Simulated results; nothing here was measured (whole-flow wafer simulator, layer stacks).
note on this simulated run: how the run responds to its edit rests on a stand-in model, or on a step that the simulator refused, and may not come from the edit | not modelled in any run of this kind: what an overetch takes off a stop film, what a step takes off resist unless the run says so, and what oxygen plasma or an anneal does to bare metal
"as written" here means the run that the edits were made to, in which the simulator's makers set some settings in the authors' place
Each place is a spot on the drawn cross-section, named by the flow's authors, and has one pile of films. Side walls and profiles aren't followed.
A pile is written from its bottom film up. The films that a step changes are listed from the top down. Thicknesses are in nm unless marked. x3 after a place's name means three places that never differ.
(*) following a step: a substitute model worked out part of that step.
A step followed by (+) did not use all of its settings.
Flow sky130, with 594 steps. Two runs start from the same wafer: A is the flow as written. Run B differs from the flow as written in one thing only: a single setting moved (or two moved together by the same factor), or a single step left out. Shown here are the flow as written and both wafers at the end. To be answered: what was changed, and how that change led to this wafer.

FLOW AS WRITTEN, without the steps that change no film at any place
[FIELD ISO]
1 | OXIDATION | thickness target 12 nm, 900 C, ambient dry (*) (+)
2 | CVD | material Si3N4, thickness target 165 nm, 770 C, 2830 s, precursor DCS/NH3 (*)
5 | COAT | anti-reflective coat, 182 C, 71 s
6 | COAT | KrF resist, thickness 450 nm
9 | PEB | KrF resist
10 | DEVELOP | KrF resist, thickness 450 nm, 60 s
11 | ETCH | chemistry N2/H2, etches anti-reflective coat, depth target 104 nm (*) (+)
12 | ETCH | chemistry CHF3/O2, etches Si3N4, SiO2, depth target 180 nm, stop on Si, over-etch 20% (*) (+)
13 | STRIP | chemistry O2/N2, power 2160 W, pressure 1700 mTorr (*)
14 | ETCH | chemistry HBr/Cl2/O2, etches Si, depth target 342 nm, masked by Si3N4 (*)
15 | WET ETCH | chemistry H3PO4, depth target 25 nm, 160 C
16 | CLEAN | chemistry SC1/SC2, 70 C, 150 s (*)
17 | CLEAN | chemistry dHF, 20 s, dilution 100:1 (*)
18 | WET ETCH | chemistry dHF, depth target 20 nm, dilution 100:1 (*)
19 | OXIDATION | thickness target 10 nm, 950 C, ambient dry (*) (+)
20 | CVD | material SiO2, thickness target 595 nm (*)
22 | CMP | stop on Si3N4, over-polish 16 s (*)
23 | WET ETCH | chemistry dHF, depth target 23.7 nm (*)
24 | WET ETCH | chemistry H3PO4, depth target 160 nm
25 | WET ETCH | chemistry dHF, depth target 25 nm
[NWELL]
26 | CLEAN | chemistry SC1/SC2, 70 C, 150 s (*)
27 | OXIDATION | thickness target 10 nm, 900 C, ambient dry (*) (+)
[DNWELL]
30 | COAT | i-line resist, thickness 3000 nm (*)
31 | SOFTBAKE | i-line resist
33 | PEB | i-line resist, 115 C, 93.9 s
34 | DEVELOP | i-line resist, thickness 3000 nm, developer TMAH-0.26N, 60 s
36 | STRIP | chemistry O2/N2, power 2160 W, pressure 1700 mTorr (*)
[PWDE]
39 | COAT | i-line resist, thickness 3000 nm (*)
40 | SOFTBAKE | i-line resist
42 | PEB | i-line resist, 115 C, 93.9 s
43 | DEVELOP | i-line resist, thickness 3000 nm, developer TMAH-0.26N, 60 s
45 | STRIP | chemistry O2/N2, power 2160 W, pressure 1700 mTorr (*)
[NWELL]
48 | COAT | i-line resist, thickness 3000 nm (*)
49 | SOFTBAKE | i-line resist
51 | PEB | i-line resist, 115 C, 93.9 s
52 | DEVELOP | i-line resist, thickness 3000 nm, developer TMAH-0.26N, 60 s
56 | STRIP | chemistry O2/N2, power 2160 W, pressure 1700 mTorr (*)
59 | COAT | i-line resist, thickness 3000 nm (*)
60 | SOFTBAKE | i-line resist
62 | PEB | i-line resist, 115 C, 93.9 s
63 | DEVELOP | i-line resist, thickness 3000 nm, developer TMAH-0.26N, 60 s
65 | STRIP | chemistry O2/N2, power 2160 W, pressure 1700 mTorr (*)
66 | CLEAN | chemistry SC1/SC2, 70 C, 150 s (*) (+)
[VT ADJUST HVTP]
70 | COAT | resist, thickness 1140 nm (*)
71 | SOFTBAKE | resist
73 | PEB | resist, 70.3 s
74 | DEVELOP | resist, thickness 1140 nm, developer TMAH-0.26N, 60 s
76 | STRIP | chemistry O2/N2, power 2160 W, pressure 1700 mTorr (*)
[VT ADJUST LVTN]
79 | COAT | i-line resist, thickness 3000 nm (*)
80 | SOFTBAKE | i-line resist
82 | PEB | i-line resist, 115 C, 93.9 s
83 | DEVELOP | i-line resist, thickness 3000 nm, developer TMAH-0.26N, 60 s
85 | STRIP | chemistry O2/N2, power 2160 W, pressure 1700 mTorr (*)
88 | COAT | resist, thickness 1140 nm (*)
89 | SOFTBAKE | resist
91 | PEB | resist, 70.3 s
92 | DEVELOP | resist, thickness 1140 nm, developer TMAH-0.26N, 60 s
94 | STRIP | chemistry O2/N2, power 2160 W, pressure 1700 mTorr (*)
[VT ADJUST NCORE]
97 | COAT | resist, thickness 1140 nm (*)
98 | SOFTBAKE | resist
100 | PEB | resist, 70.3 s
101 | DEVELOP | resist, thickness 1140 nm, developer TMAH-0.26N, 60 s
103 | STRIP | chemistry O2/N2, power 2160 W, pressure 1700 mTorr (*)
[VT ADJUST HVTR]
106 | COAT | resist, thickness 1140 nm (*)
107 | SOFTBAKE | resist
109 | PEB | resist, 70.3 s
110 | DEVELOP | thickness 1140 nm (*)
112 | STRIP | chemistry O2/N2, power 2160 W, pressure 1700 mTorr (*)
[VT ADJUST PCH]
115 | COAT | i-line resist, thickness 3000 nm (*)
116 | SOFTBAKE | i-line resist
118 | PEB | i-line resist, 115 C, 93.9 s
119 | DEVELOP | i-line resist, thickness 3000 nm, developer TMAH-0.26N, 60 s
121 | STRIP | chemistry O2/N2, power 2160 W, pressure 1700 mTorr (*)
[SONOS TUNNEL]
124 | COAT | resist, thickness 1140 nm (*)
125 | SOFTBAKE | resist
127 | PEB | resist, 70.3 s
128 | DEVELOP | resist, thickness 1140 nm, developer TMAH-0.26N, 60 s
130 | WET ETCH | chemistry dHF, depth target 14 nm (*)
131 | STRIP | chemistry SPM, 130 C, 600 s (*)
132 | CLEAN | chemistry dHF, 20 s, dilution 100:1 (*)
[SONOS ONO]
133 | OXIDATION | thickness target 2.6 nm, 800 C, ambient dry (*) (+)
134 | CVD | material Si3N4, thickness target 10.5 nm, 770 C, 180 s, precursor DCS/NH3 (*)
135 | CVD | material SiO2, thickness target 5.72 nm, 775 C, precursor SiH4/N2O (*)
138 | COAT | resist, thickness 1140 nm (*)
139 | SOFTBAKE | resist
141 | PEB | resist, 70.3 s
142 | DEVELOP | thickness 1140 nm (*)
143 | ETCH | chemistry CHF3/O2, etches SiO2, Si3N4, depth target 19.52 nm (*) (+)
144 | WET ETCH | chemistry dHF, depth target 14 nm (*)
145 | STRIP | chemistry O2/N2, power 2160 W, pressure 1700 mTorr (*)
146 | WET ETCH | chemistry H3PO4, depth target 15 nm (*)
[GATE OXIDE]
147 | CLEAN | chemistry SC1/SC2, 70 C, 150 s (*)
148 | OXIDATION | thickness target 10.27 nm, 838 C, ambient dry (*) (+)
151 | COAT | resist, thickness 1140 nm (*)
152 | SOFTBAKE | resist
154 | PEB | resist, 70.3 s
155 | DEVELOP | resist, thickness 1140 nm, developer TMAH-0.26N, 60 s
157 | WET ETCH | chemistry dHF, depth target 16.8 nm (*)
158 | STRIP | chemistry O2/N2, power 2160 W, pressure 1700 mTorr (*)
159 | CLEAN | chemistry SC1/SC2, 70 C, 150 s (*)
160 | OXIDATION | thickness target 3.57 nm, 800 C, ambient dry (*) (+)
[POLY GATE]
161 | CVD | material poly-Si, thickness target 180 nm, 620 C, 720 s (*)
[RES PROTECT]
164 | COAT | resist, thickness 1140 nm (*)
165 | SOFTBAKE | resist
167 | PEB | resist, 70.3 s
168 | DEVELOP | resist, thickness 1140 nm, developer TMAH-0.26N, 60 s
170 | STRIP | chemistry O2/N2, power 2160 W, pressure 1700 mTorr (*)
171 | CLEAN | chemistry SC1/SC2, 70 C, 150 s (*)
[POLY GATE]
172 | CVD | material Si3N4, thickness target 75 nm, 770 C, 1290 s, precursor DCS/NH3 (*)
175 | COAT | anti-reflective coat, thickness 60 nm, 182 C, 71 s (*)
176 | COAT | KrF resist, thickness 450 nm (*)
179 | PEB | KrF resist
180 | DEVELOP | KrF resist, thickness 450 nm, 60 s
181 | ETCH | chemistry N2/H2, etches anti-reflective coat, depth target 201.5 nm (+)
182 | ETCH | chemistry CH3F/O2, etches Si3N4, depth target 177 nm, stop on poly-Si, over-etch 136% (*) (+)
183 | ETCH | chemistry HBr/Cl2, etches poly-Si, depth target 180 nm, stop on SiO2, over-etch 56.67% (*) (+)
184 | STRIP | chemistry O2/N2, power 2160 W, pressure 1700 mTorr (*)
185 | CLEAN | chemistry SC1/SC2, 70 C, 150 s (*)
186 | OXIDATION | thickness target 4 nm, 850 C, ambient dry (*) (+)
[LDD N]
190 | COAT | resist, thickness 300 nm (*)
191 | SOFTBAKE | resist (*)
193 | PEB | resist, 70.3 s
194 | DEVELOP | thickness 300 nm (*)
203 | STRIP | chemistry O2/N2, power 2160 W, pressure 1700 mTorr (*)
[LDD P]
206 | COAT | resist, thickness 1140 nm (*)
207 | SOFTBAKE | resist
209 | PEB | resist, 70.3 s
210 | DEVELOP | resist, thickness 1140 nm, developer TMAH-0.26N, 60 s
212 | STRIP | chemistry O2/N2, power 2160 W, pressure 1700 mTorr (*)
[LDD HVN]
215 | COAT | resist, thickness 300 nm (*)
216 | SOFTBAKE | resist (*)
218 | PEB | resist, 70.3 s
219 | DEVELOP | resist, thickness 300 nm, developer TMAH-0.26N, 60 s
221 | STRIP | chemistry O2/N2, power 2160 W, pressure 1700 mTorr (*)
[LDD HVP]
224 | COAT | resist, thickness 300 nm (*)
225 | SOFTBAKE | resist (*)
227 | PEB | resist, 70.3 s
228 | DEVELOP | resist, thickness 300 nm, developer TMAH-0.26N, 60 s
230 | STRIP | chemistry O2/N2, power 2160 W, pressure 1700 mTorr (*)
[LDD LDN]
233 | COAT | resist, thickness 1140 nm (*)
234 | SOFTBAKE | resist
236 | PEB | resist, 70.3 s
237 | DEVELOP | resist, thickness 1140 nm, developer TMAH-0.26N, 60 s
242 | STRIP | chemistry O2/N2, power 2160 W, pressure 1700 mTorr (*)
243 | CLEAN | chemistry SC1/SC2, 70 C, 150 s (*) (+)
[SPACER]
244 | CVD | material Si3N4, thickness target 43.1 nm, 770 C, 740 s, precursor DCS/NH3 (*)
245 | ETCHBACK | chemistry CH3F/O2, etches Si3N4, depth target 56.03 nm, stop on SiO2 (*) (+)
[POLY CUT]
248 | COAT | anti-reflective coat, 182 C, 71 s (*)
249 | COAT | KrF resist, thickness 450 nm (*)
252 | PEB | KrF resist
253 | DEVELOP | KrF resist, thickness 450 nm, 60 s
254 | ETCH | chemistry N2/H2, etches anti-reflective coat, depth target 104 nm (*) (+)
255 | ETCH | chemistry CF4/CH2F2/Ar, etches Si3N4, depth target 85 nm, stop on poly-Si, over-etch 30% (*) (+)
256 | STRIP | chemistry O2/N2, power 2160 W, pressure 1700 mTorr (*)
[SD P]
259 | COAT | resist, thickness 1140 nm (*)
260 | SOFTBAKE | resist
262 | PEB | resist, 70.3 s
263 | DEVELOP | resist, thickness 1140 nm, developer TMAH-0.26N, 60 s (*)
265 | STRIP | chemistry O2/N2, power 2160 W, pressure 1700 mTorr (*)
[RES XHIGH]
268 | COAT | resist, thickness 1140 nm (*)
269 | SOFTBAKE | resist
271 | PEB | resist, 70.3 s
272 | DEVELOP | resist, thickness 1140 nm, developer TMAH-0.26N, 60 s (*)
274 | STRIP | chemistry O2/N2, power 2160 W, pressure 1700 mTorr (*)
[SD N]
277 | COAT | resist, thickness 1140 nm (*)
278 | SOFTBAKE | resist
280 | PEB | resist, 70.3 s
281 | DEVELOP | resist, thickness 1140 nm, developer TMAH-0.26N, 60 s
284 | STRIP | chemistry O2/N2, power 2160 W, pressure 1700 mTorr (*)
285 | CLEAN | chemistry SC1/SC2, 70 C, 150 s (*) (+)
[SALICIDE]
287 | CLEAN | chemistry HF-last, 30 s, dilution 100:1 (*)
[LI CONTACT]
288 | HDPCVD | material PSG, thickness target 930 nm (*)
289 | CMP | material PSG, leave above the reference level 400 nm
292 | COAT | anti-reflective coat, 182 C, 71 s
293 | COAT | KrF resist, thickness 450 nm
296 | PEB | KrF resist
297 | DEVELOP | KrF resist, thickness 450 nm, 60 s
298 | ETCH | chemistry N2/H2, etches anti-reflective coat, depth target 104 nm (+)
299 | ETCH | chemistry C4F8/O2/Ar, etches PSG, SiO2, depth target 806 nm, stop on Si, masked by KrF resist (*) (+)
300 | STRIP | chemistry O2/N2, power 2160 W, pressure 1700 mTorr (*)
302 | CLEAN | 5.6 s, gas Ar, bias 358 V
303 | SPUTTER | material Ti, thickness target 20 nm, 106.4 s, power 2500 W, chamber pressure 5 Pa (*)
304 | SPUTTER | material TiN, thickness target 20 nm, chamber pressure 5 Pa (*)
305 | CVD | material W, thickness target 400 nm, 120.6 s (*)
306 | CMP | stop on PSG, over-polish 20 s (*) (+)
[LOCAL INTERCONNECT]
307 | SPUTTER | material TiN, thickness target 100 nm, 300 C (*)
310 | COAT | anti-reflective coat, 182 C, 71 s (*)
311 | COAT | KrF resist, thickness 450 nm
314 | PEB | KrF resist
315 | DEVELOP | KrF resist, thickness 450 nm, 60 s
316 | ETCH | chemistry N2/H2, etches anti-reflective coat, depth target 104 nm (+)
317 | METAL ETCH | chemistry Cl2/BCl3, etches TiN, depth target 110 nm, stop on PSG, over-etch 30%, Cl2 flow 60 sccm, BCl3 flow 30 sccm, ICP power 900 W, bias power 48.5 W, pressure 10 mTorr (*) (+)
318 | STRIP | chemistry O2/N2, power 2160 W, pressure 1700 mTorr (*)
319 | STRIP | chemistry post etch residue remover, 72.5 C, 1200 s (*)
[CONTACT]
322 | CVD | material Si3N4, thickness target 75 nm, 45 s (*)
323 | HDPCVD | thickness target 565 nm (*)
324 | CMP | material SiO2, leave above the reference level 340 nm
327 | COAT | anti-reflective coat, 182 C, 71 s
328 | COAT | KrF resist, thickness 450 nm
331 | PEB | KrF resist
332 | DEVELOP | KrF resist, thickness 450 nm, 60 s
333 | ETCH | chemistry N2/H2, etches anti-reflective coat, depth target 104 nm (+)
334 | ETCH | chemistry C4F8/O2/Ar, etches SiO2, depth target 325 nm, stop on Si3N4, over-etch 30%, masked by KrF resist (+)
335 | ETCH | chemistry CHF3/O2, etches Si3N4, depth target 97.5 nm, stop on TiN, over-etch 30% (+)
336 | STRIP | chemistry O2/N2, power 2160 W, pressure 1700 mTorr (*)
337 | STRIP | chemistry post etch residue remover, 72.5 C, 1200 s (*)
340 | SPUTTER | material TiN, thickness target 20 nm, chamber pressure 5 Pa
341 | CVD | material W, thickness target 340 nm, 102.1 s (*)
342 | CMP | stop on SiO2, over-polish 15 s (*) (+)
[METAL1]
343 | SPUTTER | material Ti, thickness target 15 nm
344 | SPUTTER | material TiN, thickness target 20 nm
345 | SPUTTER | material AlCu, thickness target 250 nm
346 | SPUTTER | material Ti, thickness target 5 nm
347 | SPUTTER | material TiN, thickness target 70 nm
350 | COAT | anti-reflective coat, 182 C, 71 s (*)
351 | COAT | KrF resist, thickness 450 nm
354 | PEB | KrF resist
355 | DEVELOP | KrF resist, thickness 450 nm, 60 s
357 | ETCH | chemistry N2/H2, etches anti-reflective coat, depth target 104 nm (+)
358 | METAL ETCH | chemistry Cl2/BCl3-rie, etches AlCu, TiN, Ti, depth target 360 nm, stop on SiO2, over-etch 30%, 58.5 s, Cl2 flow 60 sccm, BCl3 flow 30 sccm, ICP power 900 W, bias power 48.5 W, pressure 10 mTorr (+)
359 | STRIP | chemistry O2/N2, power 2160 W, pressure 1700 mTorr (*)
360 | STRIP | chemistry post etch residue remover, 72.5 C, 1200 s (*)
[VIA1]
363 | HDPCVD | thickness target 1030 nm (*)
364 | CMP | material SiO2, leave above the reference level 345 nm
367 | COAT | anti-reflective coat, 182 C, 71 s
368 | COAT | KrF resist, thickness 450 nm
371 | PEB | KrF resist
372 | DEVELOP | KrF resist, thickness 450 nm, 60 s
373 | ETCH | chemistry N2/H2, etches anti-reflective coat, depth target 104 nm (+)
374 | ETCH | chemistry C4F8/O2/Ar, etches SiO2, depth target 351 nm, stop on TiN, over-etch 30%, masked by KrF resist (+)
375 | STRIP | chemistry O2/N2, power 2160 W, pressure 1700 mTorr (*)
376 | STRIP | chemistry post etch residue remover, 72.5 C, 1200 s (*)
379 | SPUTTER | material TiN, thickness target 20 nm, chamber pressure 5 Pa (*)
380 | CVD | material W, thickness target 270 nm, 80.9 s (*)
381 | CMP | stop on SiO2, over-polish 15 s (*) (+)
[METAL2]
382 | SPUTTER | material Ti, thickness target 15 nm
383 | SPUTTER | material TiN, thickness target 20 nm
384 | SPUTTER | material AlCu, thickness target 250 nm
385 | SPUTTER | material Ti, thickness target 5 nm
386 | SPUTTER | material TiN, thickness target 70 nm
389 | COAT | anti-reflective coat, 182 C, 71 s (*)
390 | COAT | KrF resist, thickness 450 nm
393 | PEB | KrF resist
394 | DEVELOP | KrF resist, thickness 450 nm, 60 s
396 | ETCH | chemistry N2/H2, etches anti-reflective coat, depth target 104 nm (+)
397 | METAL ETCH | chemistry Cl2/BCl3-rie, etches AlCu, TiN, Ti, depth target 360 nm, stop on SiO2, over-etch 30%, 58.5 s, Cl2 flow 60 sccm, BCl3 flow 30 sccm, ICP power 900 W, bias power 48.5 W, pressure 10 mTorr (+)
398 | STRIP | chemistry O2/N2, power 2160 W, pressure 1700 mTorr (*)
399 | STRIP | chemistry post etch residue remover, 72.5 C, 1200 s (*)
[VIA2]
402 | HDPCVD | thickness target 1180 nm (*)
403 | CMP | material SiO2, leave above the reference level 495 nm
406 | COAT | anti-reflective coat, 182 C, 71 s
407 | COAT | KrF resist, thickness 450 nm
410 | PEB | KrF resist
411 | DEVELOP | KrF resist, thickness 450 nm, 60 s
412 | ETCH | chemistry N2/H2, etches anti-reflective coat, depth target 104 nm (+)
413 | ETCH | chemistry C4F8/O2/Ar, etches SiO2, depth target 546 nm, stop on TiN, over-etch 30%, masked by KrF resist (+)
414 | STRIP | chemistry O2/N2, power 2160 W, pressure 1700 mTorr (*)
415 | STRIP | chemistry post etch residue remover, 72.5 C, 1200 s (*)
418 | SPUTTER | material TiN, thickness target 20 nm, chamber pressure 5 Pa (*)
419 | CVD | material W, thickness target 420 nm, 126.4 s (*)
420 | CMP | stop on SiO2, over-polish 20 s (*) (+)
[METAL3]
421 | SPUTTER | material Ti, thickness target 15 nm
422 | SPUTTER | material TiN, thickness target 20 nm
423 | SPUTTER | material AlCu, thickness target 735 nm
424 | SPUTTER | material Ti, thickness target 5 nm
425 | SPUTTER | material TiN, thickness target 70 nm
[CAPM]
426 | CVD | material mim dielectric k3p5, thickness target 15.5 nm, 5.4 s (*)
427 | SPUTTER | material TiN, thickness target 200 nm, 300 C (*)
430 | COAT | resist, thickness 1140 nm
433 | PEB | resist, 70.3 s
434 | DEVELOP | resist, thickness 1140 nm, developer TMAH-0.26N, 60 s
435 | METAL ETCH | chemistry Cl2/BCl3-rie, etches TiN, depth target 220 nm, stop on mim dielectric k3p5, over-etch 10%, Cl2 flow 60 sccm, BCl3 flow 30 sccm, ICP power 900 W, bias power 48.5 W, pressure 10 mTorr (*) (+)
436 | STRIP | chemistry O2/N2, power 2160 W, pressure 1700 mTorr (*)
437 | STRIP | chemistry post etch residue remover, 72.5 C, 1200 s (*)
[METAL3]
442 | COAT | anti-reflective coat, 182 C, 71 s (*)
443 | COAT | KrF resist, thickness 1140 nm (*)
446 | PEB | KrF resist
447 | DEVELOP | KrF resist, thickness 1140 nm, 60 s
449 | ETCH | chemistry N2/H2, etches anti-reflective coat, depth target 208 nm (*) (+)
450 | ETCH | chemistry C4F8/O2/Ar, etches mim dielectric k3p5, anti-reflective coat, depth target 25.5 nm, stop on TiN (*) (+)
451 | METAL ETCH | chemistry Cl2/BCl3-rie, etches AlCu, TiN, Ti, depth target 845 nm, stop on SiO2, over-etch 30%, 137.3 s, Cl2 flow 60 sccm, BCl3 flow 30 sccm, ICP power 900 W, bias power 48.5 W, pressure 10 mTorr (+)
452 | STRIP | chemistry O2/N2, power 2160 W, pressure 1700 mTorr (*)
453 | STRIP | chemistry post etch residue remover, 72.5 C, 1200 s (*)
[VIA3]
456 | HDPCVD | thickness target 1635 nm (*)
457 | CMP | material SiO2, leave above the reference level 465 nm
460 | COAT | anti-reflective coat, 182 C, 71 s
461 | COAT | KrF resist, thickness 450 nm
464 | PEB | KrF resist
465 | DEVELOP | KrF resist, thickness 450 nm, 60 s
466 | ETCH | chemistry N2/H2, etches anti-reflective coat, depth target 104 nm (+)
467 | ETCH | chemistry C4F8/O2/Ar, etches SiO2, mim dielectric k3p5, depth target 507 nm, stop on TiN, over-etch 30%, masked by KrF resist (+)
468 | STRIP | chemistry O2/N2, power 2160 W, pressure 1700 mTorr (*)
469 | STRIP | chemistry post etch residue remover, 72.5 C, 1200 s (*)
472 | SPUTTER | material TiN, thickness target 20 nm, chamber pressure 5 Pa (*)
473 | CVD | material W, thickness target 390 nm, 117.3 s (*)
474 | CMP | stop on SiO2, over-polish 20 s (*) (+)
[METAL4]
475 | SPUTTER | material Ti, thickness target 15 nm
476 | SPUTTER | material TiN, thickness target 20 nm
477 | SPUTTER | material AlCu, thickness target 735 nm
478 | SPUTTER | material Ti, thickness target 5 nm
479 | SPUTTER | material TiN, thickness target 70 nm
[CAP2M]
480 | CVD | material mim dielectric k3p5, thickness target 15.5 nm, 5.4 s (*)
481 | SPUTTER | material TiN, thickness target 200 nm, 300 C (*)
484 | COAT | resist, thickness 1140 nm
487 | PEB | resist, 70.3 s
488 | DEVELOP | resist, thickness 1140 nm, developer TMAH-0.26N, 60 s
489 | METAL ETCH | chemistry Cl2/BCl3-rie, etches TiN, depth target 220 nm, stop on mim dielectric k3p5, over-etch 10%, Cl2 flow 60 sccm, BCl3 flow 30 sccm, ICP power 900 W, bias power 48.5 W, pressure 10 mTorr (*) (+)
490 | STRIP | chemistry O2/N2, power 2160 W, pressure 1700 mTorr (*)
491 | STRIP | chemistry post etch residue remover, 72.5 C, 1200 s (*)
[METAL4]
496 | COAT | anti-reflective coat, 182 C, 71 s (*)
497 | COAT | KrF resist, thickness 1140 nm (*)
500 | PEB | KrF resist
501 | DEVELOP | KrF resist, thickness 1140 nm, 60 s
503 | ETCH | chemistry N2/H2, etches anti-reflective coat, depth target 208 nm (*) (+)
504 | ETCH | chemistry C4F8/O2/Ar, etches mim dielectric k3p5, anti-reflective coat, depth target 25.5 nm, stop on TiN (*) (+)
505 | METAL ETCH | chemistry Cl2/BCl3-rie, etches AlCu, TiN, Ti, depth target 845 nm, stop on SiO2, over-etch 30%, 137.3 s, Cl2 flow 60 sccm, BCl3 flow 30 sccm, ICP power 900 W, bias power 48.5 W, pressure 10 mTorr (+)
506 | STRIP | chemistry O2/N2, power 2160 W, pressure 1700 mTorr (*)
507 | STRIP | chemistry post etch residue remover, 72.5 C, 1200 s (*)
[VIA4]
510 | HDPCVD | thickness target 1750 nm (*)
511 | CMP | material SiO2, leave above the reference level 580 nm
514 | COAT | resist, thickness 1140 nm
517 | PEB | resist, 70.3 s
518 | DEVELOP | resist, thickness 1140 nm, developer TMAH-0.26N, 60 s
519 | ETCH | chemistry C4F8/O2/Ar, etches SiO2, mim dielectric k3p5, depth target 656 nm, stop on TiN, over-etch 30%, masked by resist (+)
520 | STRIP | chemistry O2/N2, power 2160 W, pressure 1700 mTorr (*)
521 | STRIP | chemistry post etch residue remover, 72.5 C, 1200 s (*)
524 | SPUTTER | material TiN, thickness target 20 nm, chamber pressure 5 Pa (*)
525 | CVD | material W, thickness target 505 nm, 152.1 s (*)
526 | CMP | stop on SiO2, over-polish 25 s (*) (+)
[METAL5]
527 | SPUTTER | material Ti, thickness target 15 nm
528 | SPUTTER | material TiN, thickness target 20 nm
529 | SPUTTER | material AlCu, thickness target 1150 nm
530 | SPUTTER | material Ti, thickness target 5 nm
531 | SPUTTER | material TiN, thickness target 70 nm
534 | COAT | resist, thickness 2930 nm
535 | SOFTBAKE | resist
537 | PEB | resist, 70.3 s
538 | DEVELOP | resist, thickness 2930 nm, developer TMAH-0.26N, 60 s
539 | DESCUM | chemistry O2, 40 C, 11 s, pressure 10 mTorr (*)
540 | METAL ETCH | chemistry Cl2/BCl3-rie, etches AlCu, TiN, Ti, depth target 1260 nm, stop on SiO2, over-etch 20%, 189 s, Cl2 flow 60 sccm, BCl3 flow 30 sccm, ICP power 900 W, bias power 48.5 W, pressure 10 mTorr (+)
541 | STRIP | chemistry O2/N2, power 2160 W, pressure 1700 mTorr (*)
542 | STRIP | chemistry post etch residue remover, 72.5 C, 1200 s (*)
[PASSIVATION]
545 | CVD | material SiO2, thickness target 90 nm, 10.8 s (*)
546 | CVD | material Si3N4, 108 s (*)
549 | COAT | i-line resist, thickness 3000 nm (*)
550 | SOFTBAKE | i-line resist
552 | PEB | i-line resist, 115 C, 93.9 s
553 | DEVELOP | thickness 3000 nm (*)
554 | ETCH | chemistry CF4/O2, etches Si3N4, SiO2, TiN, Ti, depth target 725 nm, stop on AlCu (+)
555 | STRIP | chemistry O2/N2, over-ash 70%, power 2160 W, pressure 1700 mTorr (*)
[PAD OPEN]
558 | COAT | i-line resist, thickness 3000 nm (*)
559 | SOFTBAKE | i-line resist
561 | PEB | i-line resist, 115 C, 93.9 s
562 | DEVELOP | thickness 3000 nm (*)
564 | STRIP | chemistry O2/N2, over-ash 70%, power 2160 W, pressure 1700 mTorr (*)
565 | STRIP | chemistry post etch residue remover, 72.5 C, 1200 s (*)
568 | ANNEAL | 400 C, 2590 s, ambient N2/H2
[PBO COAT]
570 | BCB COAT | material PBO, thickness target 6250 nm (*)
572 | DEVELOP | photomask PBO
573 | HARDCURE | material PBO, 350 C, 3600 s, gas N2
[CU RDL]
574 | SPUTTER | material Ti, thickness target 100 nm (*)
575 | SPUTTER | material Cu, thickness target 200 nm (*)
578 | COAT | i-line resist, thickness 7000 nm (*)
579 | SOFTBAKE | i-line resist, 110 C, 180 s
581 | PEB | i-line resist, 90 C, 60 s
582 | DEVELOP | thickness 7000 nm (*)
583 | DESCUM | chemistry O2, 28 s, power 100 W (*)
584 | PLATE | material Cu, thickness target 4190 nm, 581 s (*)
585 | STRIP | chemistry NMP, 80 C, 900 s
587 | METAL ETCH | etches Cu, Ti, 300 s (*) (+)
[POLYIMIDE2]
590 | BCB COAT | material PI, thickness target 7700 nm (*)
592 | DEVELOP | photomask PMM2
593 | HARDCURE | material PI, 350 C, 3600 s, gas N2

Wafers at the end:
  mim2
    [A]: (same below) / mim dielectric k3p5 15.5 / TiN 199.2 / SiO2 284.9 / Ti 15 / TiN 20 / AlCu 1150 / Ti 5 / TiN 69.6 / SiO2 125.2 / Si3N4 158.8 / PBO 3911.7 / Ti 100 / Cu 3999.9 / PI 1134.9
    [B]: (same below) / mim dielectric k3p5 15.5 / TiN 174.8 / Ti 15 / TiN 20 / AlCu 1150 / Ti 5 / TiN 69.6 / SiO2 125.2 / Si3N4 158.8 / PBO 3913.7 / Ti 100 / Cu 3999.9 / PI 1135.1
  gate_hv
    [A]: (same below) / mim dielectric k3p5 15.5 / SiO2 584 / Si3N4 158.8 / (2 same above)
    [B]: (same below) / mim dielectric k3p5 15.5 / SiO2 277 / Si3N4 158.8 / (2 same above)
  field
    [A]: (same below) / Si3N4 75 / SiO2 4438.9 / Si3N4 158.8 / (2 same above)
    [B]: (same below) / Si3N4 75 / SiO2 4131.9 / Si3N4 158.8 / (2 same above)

Cause: step 511, CMP: leave above the reference level 273 nm was run, though the flow has leave above the reference level 580 nm.

Step by step, how the change led to this:
  511 | CMP | material SiO2, leave above the reference level 580 nm
      mim2: A -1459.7 SiO2 | B -1750 SiO2 (all of it), -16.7 TiN
      n_well, p_well, gate_hv and 99 more: A -1260.5 SiO2 | B -1567.5 SiO2
      (and at 90 other places as well)
  519 | ETCH | chemistry C4F8/O2/Ar, etches SiO2, mim dielectric k3p5, depth target 656 nm, stop on TiN, over-etch 30%, masked by resist (+)
      field, active, n_well and 188 more: A -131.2 resist | B -51.6 resist
      m1: A -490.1 SiO2 (all of it), -15.5 mim dielectric k3p5 (all of it) | B -183.1 SiO2 (all of it), -15.5 mim dielectric k3p5 (all of it)
      (and at 1 other place as well)
  520 | STRIP | chemistry O2/N2, power 2160 W, pressure 1700 mTorr (*)
      field, active, n_well and 188 more: A -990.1 resist (all of it) | B -1069.6 resist (all of it)
  524 | SPUTTER | material TiN, thickness target 20 nm, chamber pressure 5 Pa (*)
      mim2: A +20 TiN (new film) | B +20 TiN
      m1, via4_hole: A +15.3 TiN | B +17.7 TiN
  525 | CVD | material W, thickness target 505 nm, 152.1 s (*)
      m1: A +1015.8 W (new film) | B +509.6 W (new film)
      via4_hole: A +1015.2 W (new film) | B +510.7 W (new film)
  526 | CMP | stop on SiO2, over-polish 25 s (*) (+)
      mim2: A -505 W (all of it), -20 TiN (all of it), -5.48 SiO2 | B -505 W (all of it), -27.3 TiN
      m1: A -532.7 W | B -335.9 W
      (and at 1 other place as well)
If metal films that touch count as one body, mim2 has 7 bodies (between them, from the top down: PBO 3913.7 / Si3N4 158.8 / SiO2 125.2; mim dielectric k3p5 15.5; SiO2 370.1 / mim dielectric k3p5 15.5; SiO2 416; SiO2 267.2; SiO2 261.8 / Si3N4 75); the flow as written gives 8 bodies (between them, from the top down: PBO 3911.7 / Si3N4 158.8 / SiO2 125.2; SiO2 284.9; mim dielectric k3p5 15.5; SiO2 370.1 / mim dielectric k3p5 15.5; SiO2 416; SiO2 267.2; SiO2 261.8 / Si3N4 75).
